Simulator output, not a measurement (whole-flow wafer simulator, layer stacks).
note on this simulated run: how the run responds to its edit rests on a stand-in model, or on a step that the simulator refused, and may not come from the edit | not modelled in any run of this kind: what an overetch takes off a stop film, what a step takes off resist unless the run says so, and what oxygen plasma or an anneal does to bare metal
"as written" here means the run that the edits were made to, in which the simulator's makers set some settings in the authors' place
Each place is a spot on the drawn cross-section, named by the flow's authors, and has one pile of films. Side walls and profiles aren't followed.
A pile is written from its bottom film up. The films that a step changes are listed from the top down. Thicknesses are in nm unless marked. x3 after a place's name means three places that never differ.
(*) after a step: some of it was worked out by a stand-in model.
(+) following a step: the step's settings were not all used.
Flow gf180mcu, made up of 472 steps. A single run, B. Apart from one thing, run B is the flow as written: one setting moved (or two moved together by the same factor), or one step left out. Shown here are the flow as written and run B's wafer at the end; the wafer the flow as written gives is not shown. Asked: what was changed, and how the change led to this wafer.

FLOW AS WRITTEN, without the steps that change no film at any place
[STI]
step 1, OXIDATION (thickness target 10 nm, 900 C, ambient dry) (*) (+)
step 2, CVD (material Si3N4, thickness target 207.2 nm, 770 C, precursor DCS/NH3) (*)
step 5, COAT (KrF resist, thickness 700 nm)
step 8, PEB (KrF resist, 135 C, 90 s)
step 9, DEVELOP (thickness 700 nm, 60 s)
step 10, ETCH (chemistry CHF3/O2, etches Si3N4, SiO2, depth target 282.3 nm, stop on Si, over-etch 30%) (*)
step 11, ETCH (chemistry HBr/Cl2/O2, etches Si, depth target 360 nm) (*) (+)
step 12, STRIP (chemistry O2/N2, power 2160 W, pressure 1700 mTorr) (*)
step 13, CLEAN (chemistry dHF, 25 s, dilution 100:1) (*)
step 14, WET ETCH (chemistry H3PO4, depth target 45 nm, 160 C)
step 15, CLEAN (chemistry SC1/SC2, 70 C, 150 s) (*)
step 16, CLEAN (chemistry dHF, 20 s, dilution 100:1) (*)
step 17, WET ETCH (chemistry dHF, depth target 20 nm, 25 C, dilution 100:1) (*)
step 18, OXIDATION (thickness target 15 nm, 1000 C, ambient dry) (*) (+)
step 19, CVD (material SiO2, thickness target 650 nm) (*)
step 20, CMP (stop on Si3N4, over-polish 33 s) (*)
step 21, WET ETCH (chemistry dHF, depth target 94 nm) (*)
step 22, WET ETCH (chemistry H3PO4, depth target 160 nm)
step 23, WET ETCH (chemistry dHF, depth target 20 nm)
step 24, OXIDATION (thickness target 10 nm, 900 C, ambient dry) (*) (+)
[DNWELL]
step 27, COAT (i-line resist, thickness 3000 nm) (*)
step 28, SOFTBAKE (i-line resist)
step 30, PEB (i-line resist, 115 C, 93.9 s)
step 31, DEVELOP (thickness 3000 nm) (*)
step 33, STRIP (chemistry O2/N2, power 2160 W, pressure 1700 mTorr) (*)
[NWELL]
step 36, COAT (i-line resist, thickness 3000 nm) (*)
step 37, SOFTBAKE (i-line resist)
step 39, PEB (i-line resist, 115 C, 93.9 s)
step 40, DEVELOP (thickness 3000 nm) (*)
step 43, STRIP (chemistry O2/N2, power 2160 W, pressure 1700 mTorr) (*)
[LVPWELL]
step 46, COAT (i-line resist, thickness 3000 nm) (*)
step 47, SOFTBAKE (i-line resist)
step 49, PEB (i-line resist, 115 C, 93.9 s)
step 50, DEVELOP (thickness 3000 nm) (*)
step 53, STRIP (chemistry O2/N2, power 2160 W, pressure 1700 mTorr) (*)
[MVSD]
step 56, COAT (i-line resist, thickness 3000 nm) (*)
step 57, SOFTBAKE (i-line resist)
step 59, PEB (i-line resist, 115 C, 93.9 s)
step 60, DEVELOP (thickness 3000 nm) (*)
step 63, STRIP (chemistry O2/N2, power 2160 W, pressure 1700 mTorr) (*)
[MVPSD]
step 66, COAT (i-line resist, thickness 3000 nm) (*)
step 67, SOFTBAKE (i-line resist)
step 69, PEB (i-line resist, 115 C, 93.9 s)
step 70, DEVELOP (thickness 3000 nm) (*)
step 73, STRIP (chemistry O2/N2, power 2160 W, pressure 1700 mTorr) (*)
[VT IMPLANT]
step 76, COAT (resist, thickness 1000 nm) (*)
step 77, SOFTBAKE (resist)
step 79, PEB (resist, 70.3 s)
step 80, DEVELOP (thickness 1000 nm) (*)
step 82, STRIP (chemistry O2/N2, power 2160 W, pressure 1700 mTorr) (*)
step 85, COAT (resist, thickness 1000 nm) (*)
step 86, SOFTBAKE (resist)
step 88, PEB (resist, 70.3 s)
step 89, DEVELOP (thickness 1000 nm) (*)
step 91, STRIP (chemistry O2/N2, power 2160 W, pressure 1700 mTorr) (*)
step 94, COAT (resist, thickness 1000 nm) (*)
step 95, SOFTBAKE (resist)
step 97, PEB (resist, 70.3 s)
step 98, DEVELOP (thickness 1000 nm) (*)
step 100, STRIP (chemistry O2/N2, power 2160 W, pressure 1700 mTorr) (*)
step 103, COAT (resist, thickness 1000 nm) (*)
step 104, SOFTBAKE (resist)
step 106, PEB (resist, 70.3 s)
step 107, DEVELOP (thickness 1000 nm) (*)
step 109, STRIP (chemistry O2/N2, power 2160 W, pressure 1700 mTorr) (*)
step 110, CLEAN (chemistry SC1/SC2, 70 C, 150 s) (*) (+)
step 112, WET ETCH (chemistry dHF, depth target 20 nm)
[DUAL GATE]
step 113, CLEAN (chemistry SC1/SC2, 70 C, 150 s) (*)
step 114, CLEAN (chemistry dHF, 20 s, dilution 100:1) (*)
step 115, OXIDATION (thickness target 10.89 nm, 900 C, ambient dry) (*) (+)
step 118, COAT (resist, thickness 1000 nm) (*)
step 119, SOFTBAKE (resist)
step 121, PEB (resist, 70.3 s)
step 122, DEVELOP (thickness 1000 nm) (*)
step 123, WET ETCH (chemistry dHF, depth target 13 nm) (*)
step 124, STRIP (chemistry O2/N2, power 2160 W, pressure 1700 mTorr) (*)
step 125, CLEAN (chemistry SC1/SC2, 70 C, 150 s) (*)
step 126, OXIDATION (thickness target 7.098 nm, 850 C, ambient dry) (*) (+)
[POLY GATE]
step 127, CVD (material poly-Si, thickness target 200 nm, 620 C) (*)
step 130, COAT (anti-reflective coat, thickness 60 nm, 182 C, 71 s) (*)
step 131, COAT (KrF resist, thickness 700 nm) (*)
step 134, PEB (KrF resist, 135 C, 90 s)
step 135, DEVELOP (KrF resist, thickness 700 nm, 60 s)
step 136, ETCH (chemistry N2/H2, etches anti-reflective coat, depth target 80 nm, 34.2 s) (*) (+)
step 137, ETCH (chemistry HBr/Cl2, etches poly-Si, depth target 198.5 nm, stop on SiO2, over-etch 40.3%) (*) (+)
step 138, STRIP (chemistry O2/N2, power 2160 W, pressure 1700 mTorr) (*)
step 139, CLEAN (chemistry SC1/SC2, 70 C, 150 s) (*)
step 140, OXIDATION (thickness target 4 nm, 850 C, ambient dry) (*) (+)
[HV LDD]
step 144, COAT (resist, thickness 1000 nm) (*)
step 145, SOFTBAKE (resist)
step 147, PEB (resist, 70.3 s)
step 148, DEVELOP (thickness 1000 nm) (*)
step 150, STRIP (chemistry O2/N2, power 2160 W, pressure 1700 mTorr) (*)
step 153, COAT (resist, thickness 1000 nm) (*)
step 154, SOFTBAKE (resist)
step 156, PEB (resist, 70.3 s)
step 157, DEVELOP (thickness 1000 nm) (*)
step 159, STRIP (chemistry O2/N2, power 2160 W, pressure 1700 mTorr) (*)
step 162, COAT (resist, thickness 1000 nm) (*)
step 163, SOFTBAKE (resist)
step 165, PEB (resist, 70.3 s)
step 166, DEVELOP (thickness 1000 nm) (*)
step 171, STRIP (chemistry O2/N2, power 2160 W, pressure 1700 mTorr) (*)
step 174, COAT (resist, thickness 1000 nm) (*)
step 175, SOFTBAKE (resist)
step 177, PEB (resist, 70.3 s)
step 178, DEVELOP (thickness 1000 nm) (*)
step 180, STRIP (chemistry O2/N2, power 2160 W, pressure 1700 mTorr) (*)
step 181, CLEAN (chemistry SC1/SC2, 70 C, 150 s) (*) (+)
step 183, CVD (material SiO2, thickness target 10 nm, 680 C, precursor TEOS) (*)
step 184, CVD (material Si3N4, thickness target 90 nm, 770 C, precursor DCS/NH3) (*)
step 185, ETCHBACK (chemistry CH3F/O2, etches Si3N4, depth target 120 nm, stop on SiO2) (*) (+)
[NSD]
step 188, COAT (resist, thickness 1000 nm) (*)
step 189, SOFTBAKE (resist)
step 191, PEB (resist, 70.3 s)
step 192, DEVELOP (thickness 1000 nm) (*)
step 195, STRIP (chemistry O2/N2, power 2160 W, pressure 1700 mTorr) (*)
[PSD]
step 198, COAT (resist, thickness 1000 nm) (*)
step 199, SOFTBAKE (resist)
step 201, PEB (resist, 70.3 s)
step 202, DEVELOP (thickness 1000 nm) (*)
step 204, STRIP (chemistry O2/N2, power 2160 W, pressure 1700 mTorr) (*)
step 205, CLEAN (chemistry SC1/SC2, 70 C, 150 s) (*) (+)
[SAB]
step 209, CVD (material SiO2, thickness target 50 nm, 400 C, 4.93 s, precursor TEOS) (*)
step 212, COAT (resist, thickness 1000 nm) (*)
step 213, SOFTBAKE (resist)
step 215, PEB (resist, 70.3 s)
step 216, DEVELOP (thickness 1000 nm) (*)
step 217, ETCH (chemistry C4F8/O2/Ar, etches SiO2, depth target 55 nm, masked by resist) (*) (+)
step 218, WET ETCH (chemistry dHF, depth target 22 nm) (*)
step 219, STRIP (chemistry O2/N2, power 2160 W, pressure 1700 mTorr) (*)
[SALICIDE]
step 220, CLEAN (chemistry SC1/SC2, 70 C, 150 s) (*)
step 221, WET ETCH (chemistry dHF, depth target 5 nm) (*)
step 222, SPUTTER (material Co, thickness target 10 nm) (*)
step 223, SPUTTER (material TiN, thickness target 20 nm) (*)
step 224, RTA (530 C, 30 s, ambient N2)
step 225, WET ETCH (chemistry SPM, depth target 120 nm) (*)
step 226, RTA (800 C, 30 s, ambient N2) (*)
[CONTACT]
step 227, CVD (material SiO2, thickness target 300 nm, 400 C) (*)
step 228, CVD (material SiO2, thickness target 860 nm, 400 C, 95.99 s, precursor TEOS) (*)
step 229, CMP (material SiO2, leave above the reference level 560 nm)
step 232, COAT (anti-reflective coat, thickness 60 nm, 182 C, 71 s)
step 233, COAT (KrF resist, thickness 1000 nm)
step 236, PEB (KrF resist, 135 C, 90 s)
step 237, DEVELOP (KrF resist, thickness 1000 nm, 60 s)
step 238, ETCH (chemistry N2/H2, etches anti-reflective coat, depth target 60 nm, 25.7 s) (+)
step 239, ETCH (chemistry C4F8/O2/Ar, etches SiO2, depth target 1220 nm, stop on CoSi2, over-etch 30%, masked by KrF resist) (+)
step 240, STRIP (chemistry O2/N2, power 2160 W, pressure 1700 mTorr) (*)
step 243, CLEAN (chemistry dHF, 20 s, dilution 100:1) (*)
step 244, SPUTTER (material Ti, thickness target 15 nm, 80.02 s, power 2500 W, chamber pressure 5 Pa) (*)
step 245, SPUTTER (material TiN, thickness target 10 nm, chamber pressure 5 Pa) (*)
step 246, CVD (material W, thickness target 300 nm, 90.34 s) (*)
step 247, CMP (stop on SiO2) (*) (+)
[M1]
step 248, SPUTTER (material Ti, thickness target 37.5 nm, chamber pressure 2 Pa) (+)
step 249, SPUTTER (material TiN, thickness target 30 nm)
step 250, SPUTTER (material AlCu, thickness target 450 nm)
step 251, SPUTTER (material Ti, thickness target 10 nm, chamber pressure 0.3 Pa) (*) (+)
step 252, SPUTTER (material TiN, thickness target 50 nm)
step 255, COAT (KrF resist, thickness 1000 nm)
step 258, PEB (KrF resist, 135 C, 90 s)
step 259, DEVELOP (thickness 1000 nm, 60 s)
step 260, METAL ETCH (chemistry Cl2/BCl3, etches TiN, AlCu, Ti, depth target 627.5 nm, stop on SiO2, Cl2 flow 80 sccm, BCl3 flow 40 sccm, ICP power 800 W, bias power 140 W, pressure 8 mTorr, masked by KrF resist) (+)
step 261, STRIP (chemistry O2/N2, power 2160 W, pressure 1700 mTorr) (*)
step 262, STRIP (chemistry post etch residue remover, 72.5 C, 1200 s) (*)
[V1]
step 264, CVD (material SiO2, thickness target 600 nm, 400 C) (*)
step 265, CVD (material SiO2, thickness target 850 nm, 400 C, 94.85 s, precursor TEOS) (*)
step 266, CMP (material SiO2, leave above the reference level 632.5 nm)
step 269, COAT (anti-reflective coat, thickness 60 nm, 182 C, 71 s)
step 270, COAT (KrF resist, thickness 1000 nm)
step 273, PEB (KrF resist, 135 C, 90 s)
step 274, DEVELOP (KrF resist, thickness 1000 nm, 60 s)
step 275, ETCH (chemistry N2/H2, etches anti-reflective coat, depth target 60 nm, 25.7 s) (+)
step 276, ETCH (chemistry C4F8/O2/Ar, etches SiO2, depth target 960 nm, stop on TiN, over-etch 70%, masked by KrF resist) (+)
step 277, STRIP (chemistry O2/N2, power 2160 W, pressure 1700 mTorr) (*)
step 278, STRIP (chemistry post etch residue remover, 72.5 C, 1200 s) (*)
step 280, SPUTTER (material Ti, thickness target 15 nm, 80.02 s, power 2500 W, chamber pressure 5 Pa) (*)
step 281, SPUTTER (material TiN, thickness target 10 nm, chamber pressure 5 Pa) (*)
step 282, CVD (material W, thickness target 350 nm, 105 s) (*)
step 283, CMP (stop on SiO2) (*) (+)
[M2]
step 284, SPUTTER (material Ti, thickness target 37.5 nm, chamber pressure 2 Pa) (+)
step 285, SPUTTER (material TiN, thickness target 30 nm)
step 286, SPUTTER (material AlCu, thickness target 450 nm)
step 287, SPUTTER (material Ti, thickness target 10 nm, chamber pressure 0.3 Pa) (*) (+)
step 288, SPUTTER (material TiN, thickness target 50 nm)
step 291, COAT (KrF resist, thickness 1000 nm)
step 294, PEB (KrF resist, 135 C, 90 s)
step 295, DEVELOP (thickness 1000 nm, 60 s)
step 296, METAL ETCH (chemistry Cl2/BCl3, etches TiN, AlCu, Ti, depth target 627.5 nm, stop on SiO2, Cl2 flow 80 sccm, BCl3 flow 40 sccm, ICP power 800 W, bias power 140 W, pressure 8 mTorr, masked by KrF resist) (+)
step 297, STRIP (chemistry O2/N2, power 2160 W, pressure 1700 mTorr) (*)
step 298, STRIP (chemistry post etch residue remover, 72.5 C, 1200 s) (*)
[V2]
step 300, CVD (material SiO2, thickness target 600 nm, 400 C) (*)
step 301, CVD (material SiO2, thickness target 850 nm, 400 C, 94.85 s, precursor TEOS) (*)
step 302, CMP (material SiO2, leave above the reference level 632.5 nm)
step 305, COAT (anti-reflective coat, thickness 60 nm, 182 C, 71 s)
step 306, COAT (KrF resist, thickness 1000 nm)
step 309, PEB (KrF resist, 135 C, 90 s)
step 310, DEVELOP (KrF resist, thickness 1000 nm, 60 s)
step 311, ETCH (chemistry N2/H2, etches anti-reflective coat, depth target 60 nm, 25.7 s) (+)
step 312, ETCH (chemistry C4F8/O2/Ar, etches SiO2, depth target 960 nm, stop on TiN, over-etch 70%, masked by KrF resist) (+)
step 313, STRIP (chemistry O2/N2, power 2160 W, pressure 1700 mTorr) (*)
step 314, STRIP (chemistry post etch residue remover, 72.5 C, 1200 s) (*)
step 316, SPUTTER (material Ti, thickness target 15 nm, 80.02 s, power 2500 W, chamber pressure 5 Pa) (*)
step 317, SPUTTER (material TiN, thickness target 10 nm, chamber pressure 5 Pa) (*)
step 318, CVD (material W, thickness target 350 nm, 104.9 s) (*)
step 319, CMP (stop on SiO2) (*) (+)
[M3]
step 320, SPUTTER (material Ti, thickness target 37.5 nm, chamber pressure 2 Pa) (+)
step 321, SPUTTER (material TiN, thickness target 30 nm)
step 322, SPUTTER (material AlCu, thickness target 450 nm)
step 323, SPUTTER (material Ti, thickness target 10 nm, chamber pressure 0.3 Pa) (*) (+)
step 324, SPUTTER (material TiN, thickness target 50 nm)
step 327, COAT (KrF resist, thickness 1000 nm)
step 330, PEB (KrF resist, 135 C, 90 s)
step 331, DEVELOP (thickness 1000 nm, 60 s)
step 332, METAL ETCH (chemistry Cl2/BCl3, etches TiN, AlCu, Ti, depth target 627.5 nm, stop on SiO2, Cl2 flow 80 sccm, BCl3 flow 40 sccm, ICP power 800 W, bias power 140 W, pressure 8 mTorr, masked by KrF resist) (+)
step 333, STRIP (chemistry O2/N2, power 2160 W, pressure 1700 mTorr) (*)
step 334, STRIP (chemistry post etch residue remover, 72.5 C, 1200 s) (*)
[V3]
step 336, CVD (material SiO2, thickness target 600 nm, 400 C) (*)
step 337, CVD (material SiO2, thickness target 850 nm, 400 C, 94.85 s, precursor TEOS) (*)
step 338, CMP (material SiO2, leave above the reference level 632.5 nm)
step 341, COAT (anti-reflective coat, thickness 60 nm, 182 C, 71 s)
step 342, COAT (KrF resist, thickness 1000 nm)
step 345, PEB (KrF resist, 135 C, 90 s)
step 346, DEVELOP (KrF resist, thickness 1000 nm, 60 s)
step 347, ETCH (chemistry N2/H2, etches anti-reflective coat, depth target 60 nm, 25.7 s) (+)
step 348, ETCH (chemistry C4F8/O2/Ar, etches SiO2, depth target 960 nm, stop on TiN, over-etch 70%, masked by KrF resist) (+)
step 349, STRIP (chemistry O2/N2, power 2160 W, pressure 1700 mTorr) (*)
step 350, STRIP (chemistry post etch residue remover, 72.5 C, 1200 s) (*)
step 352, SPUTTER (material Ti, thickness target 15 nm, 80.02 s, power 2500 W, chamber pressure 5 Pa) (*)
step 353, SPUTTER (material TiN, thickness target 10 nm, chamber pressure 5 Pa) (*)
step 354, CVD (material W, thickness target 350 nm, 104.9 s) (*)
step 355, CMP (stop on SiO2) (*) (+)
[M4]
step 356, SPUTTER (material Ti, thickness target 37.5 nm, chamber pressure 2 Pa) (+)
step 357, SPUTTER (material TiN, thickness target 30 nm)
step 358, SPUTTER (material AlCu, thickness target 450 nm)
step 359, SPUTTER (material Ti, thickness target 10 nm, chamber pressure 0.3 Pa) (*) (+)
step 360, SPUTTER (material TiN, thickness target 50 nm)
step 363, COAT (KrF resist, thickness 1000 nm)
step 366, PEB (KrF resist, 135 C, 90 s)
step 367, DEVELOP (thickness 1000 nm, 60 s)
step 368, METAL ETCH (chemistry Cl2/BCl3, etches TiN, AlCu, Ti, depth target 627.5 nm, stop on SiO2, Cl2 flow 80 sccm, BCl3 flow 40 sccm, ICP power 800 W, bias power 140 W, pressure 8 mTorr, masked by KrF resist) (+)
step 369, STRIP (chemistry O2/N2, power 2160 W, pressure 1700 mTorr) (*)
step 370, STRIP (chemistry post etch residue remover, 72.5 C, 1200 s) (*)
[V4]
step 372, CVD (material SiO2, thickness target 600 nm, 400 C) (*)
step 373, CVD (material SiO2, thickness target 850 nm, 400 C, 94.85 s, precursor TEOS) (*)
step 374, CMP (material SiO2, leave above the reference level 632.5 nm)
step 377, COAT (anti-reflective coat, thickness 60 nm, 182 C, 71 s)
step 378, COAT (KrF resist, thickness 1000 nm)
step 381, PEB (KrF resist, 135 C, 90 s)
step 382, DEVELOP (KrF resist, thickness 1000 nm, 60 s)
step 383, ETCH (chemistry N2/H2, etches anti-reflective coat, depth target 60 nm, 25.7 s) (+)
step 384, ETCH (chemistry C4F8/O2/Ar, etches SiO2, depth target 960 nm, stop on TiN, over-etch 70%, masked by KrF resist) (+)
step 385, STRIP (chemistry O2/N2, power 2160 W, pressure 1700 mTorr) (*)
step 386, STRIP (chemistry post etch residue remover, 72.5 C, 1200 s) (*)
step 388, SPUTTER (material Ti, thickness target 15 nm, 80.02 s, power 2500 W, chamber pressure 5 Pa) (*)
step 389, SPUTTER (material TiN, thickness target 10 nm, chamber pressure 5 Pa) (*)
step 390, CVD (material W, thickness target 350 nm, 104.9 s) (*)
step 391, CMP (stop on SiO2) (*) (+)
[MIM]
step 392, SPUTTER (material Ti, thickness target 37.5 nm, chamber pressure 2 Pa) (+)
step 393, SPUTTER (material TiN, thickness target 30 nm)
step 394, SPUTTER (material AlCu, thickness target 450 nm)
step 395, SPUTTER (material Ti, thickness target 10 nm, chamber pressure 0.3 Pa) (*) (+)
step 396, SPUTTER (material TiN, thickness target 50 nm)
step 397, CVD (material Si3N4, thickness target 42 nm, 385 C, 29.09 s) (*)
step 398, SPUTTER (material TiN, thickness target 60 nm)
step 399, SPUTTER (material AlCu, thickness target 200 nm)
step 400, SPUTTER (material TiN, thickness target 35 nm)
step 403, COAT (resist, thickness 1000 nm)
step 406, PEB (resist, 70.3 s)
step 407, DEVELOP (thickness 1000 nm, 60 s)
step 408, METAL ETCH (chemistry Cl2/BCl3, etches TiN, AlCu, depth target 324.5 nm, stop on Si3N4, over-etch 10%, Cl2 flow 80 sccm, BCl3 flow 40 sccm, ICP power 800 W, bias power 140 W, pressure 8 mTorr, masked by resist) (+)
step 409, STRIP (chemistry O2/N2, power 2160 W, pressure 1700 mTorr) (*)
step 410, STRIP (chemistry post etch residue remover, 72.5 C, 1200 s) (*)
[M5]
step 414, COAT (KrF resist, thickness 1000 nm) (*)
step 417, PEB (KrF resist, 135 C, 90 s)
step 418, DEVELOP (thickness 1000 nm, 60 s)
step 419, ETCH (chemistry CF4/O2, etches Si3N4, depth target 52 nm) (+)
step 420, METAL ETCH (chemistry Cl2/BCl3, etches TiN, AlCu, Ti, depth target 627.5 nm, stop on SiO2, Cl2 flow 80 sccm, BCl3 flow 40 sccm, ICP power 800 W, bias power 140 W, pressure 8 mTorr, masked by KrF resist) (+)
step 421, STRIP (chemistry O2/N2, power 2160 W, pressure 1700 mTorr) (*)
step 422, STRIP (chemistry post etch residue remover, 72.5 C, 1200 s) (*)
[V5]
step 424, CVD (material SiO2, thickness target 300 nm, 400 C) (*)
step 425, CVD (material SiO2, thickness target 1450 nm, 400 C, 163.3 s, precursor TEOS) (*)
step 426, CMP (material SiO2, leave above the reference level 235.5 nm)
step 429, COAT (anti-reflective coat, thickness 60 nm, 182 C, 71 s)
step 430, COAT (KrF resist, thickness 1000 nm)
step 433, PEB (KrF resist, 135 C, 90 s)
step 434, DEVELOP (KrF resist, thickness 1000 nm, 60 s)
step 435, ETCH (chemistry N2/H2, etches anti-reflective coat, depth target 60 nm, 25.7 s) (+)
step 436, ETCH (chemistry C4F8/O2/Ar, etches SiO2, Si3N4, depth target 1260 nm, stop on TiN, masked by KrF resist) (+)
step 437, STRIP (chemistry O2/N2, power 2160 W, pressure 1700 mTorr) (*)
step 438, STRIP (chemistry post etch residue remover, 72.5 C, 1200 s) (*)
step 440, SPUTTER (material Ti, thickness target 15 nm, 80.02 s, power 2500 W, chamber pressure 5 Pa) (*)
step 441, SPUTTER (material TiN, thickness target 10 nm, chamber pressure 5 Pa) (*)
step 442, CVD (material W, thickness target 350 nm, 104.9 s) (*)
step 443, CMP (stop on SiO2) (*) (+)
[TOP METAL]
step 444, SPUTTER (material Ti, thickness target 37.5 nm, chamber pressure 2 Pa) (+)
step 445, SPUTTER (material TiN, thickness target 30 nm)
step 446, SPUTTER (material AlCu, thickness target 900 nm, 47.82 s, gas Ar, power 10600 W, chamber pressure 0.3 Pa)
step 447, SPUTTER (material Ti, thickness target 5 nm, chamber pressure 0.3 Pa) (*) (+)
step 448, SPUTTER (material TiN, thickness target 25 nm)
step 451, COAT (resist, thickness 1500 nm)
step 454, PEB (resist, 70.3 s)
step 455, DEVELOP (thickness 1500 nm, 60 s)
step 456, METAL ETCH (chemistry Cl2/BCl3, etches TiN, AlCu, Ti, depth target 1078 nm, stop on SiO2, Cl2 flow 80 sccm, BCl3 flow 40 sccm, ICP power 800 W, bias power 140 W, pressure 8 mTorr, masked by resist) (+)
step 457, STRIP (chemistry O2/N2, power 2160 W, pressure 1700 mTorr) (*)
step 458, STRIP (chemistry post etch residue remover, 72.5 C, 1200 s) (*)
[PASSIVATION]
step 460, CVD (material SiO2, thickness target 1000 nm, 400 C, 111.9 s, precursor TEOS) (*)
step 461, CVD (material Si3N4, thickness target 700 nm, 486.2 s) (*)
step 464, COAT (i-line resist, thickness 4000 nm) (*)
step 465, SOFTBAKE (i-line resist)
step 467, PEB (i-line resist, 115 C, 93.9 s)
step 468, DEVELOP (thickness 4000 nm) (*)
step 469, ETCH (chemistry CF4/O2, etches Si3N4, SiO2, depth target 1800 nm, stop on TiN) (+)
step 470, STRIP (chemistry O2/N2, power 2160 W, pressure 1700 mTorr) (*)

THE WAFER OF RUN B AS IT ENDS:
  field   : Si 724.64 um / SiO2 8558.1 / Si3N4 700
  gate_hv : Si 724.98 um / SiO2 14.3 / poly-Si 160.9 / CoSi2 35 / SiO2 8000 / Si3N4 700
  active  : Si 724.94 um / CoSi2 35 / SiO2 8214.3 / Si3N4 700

The reason: step 266, CMP: leave above the reference level 964.6 nm was run, whereas the flow has leave above the reference level 632.5 nm.

How this came from the change, step by step:
  step 266, CMP (material SiO2, leave above the reference level 632.5 nm)
      field, field__w1, field__w2 and 99 more: nothing (in the flow as written it would be: -300 SiO2)
      field__w8, contact, m1 and 6 more: -545 SiO2 (in the flow as written it would be: -877.1 SiO2)
  step 269, COAT (anti-reflective coat, thickness 60 nm, 182 C, 71 s)
      field: +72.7 anti-reflective coat (new film) (in the flow as written it would be: +60 anti-reflective coat (new film))
      field__w8: +41.7 anti-reflective coat (new film) (in the flow as written it would be: +60 anti-reflective coat (new film))
      (also at 13 further places)
  step 275, ETCH (chemistry N2/H2, etches anti-reflective coat, depth target 60 nm, 25.7 s) (+)
      contact: -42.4 anti-reflective coat (all of it), -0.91 SiO2 (in the flow as written it would be: -60 anti-reflective coat (all of it), -0.46 SiO2)
  step 276, ETCH (chemistry C4F8/O2/Ar, etches SiO2, depth target 960 nm, stop on TiN, over-etch 70%, masked by KrF resist) (+)
      contact: -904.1 SiO2 (all of it) (in the flow as written it would be: -572.5 SiO2 (all of it))
  step 277, STRIP (chemistry O2/N2, power 2160 W, pressure 1700 mTorr) (*)
      field: -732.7 KrF resist (all of it), -72.7 anti-reflective coat (all of it) (in the flow as written it would be: -739.2 KrF resist (all of it), -60 anti-reflective coat (all of it))
      field__w8: -736.2 KrF resist (all of it), -41.7 anti-reflective coat (all of it) (in the flow as written it would be: -739.2 KrF resist (all of it), -60 anti-reflective coat (all of it))
      (also at 12 further places)
  step 280, SPUTTER (material Ti, thickness target 15 nm, 80.02 s, power 2500 W, chamber pressure 5 Pa) (*)
      contact: +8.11 Ti (new film) (in the flow as written it would be: +9.65 Ti (new film))
  step 281, SPUTTER (material TiN, thickness target 10 nm, chamber pressure 5 Pa) (*)
      contact: +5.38 TiN (new film) (in the flow as written it would be: +6.4 TiN (new film))
  step 282, CVD (material W, thickness target 350 nm, 105 s) (*)
      contact: +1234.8 W (new film) (in the flow as written it would be: +932.3 W (new film))
  step 283, CMP (stop on SiO2) (*) (+)
      m1, m1__w1, polyc_n, polyc_n_rim, polyc_p, polyc_p_rim, m1_nw: -350 W (all of it), -10 TiN (all of it), -15 Ti (all of it), -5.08 SiO2 (in the flow as written it would be: -350 W (all of it), -10 TiN (all of it), -15 Ti (all of it), -3.78 SiO2)
      field__w8: -350 W (all of it), -10 TiN (all of it), -15 Ti (all of it), -5.09 SiO2 (in the flow as written it would be: -350 W (all of it), -10 TiN (all of it), -15 Ti (all of it), -3.78 SiO2)
  step 291, COAT (KrF resist, thickness 1000 nm)
      polyc_p, polyc_p_rim: +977 KrF resist (new film) (in the flow as written it would be: +1000 KrF resist (new film))
      field__w8: +974.5 KrF resist (new film) (in the flow as written it would be: +1000 KrF resist (new film))
      (also at 5 further places)
  step 295, DEVELOP (thickness 1000 nm, 60 s)
      polyc_p, polyc_p_rim: -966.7 KrF resist (all of it) (in the flow as written it would be: -989.5 KrF resist (all of it))
      polyc_n: -965.5 KrF resist (all of it) (in the flow as written it would be: -989.5 KrF resist (all of it))
      (also at 1 further place)
  step 297, STRIP (chemistry O2/N2, power 2160 W, pressure 1700 mTorr) (*)
      field__w8: -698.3 KrF resist (all of it) (in the flow as written it would be: -723.5 KrF resist (all of it))
      m1: -697.9 KrF resist (all of it) (in the flow as written it would be: -723.5 KrF resist (all of it))
      (also at 2 further places)
  step 302, CMP (material SiO2, leave above the reference level 632.5 nm)
      field, field__w1, field__w2 and 99 more: -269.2 SiO2 (in the flow as written it would be: -300 SiO2)
      contact: -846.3 SiO2 (in the flow as written it would be: -877.1 SiO2)
  step 312, ETCH (chemistry C4F8/O2/Ar, etches SiO2, depth target 960 nm, stop on TiN, over-etch 70%, masked by KrF resist) (+)
      contact: -603.3 SiO2 (all of it) (in the flow as written it would be: -572.5 SiO2 (all of it))
  step 318, CVD (material W, thickness target 350 nm, 104.9 s) (*)
      contact: +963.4 W (new film) (in the flow as written it would be: +932.3 W (new film))
